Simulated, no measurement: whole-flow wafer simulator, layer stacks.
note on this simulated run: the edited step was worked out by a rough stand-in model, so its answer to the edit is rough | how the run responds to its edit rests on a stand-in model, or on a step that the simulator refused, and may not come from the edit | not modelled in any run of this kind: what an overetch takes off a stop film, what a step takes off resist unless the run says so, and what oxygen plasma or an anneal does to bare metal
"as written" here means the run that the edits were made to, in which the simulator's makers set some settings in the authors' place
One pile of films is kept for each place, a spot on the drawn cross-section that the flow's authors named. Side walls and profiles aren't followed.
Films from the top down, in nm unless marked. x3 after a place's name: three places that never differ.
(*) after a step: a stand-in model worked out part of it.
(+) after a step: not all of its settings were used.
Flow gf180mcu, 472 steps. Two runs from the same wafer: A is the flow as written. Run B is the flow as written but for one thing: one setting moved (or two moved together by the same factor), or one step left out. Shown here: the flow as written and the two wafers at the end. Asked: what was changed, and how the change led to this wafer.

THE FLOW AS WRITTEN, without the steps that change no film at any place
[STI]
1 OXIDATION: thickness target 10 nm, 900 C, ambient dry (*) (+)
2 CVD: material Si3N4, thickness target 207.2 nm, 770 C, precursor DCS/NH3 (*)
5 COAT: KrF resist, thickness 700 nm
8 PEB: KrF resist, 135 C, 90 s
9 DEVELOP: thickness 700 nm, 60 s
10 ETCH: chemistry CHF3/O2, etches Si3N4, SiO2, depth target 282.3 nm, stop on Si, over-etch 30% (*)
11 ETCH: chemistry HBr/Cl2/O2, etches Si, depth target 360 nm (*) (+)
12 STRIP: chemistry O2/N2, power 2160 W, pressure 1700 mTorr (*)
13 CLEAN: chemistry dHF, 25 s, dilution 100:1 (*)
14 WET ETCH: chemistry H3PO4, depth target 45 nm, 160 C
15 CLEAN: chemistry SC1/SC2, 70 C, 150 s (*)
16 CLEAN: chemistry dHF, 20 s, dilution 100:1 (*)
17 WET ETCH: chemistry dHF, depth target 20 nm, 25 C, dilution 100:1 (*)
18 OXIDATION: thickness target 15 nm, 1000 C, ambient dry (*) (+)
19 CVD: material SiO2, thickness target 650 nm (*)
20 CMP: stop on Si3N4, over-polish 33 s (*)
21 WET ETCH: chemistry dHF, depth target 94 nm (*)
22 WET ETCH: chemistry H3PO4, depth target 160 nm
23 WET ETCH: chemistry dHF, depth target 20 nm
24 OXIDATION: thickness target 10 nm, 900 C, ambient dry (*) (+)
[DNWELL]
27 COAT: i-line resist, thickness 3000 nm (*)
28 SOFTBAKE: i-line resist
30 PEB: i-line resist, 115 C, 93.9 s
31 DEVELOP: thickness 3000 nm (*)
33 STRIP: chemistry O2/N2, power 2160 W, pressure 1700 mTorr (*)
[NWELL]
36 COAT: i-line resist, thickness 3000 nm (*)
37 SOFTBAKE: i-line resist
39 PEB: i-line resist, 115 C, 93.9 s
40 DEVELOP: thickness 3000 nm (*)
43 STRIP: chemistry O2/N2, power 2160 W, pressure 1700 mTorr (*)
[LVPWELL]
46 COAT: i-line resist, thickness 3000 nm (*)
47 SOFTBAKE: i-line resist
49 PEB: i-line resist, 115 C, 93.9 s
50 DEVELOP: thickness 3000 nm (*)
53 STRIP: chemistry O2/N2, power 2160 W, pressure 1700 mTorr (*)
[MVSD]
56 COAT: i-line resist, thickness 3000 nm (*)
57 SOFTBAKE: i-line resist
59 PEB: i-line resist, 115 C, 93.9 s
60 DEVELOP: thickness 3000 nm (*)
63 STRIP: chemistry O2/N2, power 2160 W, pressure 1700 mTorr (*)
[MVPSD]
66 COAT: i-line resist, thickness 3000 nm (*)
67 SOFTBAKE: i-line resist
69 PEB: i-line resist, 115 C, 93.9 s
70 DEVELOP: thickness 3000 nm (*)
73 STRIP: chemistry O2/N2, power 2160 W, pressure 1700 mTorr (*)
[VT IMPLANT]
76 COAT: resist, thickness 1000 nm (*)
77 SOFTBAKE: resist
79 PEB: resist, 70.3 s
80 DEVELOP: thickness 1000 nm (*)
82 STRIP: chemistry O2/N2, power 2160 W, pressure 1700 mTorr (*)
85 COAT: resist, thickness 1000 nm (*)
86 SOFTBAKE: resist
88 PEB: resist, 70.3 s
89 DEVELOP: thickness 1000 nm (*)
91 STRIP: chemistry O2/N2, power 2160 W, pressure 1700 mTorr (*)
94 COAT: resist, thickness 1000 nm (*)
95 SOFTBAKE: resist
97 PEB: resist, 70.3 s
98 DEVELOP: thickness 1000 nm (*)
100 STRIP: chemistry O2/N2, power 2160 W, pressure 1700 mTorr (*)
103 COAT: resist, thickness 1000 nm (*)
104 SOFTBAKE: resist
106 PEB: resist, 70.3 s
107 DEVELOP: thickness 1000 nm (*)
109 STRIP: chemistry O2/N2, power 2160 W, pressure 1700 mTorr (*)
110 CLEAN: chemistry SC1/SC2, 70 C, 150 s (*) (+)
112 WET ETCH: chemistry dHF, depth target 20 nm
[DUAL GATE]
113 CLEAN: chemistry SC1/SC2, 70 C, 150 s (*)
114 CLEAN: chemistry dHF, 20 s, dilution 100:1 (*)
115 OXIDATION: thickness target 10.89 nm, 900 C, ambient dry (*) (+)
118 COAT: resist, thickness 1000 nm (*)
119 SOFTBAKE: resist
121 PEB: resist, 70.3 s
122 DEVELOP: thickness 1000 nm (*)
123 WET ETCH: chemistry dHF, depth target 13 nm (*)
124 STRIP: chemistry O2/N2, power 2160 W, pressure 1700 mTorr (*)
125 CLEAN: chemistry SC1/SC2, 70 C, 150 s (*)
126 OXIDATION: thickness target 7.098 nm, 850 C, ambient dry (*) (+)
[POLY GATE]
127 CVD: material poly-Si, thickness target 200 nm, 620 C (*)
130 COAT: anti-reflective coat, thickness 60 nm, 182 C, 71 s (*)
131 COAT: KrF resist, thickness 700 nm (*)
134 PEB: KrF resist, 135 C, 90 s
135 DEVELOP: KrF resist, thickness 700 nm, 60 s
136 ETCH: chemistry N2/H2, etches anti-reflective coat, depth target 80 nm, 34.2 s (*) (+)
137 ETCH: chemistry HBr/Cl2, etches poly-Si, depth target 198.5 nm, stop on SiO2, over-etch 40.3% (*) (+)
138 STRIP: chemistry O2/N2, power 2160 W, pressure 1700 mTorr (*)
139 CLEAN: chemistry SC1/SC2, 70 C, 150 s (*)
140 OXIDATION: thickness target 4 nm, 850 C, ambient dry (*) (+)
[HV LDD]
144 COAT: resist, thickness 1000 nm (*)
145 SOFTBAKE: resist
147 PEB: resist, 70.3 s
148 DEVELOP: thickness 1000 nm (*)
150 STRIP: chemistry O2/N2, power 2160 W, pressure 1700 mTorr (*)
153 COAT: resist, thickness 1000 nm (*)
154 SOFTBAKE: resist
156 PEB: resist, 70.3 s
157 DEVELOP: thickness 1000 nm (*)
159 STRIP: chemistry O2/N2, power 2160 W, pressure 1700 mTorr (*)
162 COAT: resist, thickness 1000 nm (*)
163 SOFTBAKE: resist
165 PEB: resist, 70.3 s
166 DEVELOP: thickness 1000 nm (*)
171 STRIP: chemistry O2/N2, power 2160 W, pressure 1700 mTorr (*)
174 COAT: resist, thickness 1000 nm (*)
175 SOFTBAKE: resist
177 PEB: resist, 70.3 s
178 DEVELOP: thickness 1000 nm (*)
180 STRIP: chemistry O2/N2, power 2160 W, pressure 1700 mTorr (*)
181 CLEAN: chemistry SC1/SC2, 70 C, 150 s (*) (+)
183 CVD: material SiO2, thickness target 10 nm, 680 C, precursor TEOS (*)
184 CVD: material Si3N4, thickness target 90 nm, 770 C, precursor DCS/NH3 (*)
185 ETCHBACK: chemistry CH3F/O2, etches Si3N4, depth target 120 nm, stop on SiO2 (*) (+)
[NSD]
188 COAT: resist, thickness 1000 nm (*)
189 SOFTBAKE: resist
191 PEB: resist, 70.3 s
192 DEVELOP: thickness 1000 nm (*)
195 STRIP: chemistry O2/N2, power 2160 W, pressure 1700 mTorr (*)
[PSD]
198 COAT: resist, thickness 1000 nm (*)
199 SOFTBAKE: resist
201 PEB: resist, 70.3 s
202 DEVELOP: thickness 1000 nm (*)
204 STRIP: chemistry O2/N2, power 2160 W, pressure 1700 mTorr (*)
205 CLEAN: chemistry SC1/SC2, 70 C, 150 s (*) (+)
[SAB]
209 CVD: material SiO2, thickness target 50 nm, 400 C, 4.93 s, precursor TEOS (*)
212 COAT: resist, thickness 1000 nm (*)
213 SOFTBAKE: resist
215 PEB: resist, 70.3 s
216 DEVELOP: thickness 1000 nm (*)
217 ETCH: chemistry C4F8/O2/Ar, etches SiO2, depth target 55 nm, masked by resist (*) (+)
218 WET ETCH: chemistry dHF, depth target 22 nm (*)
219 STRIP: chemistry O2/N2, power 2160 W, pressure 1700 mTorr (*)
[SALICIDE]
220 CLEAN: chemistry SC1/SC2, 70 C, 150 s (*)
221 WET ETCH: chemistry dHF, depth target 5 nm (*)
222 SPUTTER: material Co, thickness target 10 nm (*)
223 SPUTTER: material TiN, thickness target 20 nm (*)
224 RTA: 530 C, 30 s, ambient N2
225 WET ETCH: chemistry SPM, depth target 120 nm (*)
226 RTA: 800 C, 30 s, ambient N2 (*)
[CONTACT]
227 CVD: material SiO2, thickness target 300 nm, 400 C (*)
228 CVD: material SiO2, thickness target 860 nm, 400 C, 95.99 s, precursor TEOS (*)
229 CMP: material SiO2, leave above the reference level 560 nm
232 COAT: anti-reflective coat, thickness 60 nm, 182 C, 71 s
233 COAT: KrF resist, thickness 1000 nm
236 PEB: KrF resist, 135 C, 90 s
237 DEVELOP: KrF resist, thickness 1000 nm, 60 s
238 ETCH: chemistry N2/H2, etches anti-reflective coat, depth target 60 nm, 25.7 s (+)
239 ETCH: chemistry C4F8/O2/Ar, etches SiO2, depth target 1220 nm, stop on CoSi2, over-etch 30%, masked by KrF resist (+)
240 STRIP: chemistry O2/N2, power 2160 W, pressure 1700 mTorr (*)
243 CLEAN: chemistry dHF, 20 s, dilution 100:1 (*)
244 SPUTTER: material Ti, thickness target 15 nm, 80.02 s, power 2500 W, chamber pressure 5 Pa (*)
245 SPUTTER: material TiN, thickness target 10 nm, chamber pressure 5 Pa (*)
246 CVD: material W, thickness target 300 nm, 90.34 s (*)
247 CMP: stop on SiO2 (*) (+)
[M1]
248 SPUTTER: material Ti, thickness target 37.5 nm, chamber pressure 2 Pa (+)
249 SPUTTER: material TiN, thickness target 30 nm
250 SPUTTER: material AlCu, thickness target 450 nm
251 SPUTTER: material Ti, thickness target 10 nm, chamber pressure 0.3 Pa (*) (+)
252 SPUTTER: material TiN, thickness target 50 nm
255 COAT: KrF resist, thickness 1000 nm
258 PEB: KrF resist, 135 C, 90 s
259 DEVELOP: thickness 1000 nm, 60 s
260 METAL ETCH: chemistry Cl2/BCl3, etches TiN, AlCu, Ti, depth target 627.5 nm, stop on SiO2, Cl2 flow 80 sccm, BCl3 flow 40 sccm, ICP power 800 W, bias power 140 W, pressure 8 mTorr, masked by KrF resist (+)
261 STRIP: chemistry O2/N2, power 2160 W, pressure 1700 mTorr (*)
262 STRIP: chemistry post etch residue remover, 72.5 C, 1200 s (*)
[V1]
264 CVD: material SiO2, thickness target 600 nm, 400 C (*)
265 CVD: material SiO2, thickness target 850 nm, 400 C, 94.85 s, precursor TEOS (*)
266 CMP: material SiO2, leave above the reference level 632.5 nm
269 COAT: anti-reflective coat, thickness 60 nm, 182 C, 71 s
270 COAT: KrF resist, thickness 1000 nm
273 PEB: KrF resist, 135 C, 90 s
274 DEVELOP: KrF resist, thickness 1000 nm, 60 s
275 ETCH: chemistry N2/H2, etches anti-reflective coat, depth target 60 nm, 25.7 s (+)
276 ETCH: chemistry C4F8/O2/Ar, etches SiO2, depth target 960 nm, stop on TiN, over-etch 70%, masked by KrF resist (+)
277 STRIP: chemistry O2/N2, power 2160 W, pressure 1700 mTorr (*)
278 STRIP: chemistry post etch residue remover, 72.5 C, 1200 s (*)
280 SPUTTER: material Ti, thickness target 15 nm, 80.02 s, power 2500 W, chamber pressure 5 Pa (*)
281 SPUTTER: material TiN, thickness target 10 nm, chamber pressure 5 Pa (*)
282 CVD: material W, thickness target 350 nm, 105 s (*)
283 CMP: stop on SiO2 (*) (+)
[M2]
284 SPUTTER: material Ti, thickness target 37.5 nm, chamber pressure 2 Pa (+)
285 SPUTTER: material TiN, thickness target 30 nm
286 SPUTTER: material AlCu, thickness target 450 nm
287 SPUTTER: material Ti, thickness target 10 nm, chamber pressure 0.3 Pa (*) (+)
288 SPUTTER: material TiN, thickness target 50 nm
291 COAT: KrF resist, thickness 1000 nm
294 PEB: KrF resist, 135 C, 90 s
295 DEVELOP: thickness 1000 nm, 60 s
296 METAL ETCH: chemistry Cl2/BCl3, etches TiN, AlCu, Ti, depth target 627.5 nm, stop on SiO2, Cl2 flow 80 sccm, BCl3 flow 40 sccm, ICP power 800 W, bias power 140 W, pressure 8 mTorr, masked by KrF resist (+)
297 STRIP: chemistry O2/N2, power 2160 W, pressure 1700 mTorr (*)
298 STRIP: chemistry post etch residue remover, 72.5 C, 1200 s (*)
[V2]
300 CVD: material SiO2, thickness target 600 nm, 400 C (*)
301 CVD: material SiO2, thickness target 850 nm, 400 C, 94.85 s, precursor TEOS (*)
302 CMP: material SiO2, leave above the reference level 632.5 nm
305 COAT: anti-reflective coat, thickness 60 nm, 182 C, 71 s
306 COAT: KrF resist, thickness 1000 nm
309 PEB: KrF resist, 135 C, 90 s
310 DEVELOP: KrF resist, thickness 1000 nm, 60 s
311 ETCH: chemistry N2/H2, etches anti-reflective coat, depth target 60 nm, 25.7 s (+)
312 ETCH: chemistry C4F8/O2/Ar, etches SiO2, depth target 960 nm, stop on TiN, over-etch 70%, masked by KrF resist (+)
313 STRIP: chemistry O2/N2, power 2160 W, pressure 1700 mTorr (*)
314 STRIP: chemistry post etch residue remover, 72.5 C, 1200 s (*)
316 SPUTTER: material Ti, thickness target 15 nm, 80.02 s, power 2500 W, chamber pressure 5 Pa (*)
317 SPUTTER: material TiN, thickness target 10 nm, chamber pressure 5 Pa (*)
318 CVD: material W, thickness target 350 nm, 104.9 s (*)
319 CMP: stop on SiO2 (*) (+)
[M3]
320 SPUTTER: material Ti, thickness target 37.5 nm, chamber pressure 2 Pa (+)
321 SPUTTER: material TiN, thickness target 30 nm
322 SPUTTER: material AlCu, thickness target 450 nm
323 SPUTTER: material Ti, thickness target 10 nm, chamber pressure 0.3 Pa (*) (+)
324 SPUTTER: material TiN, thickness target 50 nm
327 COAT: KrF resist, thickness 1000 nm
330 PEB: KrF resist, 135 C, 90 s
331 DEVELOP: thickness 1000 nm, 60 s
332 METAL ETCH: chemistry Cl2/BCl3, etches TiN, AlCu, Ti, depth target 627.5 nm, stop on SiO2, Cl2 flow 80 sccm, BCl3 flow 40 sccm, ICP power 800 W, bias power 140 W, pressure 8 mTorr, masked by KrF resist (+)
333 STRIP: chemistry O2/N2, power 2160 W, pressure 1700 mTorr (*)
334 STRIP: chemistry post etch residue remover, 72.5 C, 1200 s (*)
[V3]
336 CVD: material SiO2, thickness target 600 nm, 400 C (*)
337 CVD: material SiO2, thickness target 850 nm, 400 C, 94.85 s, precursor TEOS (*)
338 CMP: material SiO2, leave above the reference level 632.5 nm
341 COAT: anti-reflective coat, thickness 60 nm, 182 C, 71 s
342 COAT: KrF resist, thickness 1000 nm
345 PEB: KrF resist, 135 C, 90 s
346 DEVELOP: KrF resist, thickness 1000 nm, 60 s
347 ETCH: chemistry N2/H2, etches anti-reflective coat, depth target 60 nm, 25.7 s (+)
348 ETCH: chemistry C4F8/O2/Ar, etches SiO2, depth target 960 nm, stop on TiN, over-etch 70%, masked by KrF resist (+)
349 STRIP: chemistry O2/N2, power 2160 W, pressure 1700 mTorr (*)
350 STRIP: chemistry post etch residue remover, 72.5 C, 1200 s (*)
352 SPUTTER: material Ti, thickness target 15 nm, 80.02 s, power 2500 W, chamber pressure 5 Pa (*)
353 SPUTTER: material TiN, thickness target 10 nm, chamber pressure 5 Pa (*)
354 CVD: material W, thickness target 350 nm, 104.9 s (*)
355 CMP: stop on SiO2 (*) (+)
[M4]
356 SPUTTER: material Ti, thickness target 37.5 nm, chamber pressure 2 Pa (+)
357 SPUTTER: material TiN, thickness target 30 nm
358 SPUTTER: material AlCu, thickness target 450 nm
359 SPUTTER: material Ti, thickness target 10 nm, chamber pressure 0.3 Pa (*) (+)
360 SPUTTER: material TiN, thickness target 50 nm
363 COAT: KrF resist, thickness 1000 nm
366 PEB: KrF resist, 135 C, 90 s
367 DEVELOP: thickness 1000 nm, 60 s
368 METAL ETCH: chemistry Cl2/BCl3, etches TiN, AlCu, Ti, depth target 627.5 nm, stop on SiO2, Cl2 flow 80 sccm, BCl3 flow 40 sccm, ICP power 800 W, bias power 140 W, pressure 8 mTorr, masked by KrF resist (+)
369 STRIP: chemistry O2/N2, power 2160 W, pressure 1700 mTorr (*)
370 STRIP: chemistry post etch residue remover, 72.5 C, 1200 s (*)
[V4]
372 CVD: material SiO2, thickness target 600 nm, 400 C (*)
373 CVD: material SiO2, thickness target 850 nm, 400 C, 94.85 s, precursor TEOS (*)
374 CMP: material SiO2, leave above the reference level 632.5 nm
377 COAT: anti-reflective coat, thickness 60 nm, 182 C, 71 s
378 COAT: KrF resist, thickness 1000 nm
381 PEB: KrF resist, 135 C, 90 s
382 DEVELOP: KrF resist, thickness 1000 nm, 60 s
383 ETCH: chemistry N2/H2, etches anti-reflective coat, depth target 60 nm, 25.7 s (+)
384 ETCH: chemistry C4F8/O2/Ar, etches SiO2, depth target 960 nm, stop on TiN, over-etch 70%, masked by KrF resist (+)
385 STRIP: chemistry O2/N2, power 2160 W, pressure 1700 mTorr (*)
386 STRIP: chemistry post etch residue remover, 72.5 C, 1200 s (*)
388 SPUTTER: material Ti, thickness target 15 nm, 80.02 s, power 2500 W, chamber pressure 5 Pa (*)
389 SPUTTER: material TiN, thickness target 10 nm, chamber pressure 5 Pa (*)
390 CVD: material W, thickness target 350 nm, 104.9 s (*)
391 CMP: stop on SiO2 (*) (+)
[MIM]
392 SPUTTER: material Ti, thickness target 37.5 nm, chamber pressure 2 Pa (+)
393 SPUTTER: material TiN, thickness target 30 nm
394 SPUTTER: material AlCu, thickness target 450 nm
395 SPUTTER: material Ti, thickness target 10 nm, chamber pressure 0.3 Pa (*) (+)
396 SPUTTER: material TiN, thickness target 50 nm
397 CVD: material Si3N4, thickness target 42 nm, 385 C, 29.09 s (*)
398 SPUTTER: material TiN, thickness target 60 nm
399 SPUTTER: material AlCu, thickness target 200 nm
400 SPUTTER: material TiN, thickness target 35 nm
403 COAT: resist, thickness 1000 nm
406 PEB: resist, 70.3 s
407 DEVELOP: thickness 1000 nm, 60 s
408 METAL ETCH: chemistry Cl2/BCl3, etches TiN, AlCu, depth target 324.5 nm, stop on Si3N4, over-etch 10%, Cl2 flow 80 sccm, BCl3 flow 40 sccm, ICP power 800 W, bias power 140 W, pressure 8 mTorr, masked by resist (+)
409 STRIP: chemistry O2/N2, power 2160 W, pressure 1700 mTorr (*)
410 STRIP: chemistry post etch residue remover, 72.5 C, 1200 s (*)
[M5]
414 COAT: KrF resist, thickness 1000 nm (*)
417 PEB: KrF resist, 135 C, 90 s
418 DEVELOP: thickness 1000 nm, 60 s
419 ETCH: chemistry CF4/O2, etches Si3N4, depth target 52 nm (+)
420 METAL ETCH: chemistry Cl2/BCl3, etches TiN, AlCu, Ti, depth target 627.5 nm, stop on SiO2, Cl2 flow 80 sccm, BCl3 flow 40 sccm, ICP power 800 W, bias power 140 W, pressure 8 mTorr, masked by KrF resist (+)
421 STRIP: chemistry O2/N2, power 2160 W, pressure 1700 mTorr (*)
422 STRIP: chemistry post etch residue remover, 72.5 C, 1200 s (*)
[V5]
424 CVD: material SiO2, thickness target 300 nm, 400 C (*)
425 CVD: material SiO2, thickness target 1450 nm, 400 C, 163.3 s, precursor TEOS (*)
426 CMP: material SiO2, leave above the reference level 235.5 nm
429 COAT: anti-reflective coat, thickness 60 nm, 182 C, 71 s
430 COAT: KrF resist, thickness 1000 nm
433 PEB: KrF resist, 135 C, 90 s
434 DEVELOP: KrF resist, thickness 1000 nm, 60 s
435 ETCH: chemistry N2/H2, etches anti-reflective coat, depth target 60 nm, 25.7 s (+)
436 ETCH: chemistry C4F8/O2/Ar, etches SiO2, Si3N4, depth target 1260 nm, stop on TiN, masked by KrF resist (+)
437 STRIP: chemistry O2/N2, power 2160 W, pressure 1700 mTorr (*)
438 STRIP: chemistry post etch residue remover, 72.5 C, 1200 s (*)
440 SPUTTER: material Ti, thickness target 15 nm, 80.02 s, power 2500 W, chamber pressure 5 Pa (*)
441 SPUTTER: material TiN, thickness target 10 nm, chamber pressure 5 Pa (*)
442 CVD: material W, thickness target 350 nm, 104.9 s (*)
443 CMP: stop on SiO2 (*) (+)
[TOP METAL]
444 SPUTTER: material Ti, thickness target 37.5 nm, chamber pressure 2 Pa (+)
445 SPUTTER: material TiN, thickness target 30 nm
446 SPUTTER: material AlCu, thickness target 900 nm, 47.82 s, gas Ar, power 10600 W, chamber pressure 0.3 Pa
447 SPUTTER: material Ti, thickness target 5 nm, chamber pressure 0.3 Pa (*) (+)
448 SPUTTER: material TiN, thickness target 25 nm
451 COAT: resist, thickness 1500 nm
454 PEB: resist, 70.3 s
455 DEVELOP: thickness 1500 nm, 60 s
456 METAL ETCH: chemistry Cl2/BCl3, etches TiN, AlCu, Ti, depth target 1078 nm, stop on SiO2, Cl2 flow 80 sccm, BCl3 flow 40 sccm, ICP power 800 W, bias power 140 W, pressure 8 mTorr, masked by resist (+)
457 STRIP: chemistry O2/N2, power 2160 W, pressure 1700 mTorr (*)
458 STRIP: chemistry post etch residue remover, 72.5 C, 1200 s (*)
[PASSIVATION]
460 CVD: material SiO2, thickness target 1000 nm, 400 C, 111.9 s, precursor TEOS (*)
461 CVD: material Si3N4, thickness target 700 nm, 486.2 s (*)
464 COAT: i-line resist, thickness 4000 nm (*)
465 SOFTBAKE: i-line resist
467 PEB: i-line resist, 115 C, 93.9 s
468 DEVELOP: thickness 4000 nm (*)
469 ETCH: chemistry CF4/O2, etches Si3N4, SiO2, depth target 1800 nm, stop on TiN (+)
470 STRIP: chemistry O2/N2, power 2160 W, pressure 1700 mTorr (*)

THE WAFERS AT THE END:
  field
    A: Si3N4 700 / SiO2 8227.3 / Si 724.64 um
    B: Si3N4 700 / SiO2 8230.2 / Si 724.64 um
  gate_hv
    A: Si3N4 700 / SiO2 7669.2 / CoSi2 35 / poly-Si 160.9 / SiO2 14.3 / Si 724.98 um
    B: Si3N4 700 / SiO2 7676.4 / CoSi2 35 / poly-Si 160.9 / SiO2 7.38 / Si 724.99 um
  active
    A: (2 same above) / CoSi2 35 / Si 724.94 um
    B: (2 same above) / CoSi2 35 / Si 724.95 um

The cause: step 115, OXIDATION: 765 C was run, where the flow has 900 C.

How the change led to this, step by step:
  115 OXIDATION: thickness target 10.89 nm, 900 C, ambient dry (*) (+)
      sti, mim_1p0, pad and 19 more: A SiO2 +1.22, Si -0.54 | B nothing
      field, field__w1, field__w2 and 6 more: A SiO2 +1.25, Si -0.55 | B SiO2 +0.08
      (and at 61 more places)
  123 WET ETCH: chemistry dHF, depth target 13 nm (*)
      active, n_well, p_well and 12 more: A SiO2 -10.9 (all of it) | B SiO2 -3.13 (all of it)
  126 OXIDATION: thickness target 7.098 nm, 850 C, ambient dry (*) (+)
      gate_hv, active_hv, active_nat and 25 more: A SiO2 +3.72, Si -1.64 | B SiO2 +4.59, Si -2.02
  130 COAT: anti-reflective coat, thickness 60 nm, 182 C, 71 s (*)
      p_well, spacer, sd_n: A anti-reflective coat +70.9 (new film) | B anti-reflective coat +66.8 (new film)
      ldn_fp, ldp_fp: A anti-reflective coat +48.5 (new film) | B anti-reflective coat +46.9 (new film)
      (and at 36 more places)
  136 ETCH: chemistry N2/H2, etches anti-reflective coat, depth target 80 nm, 34.2 s (*) (+)
      p_well, spacer, sd_n: A anti-reflective coat -70.9 (all of it), poly-Si -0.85 | B anti-reflective coat -66.8 (all of it), poly-Si -0.95
      field__w2: A anti-reflective coat -50.3 (all of it), poly-Si -1.38 | B anti-reflective coat -49.2 (all of it), poly-Si -1.4
      (and at 29 more places)
  138 STRIP: chemistry O2/N2, power 2160 W, pressure 1700 mTorr (*)
      gate: A chemical SiO2 +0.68 (new film), KrF resist -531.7 (all of it), anti-reflective coat -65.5 (all of it), poly-Si -0.3 | B chemical SiO2 +0.68 (new film), KrF resist -530.1 (all of it), anti-reflective coat -63 (all of it), poly-Si -0.3
      gate_p: A chemical SiO2 +0.68 (new film), KrF resist -530.6 (all of it), anti-reflective coat -65.9 (all of it), poly-Si -0.3 | B chemical SiO2 +0.68 (new film), KrF resist -529.2 (all of it), anti-reflective coat -63.9 (all of it), poly-Si -0.3
      (and at 6 more places)
  145 SOFTBAKE: resist
      nw_enc_fld_lv__w3: A resist +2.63 | B resist -0.99
      active_nat: A resist +4.68 | B resist +8.88
  154 SOFTBAKE: resist
      nw_enc_fld_lv__w3: A resist +2.63 | B resist -0.99
      active_nat: A resist +4.68 | B resist +8.88
  163 SOFTBAKE: resist
      nw_enc_fld_lv__w3: A resist +2.63 | B resist -0.99
      active_nat: A resist +4.68 | B resist +8.88
  175 SOFTBAKE: resist
      nw_enc_fld_lv__w3: A resist +2.63 | B resist -0.99
      active_nat: A resist +4.68 | B resist +8.88
  189 SOFTBAKE: resist
      active_hv: A resist +2.68 | B resist -0.31
  199 SOFTBAKE: resist
      active_hv: A resist +2.68 | B resist -0.31
  218 WET ETCH: chemistry dHF, depth target 22 nm (*)
      ldn_tap, ldn_src, ldn_drn, ldp_tap, ldp_src, ldp_drn, ldp_gr: A SiO2 -16 (all of it) | B SiO2 -9.28 (all of it)
      ld_drn_n, ld_sd_p: A SiO2 -14.8 (all of it) | B SiO2 -8.1 (all of it)
      (and at 5 more places)
  223 SPUTTER: material TiN, thickness target 20 nm (*)
      field__w12: A TiN +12 (new film) | B TiN +12.6 (new film)
      ld_sd_n: A TiN +15.5 (new film) | B TiN +16.1 (new film)
  225 WET ETCH: chemistry SPM, depth target 120 nm (*)
      field__w12: A TiN -12 (all of it), Co -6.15 (all of it) | B TiN -12.6 (all of it), Co -6.16 (all of it)
      ld_sd_n: A TiN -15.5 (all of it) | B TiN -16.1 (all of it)
